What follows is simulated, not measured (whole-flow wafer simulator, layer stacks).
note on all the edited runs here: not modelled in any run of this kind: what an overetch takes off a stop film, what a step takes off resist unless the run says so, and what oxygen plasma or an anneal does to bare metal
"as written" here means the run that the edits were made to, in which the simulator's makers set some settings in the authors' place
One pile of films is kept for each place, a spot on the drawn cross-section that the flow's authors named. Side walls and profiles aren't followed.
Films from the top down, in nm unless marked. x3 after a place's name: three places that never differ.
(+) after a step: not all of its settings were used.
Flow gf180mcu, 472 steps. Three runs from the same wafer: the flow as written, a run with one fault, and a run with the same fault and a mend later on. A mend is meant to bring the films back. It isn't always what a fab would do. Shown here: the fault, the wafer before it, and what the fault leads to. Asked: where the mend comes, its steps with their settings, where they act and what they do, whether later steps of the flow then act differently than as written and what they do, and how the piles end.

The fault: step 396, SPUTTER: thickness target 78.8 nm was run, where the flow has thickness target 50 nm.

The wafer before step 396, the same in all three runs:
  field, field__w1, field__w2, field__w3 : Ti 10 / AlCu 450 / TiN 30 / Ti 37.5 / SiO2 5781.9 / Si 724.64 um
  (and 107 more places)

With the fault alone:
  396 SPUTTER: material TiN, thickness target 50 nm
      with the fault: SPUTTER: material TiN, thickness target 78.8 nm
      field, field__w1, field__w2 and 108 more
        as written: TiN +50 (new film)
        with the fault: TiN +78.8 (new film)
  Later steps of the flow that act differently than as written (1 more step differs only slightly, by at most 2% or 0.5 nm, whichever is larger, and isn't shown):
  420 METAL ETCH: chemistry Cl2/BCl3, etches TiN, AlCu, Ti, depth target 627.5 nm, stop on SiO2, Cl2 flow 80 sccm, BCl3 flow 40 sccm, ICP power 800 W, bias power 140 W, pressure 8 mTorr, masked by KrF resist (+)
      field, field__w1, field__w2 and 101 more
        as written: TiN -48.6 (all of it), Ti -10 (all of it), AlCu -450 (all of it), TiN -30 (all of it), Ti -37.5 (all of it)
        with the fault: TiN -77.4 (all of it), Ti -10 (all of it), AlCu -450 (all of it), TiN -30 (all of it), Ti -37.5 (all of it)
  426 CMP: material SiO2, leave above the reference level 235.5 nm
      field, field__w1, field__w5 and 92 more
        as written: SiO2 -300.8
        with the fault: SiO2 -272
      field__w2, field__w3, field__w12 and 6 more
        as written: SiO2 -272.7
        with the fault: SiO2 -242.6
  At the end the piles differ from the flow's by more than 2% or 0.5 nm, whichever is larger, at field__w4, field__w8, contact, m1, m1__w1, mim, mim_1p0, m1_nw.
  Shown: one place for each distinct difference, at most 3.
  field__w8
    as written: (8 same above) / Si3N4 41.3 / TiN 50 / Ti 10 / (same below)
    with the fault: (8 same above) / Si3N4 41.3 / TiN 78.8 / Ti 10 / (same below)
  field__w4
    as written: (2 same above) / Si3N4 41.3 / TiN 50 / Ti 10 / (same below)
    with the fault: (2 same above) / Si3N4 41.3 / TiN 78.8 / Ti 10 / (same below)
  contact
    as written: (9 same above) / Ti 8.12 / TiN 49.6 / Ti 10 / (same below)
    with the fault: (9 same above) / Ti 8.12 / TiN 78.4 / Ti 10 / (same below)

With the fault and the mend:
  The mend comes after step 396.
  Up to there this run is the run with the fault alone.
  396a METAL ETCH: chemistry Cl2/BCl3, etches TiN, AlCu, Ti, depth target 28.8 nm, Cl2 flow 80 sccm, BCl3 flow 40 sccm, ICP power 800 W, bias power 140 W, pressure 8 mTorr (the flow's step 260 once more, with other settings)
      field, field__w1, field__w2 and 108 more
        TiN -28.8
  No later step of the flow acts differently than as written at any place that is followed.
  At the end the piles are the same as the flow's at every place that both follow.
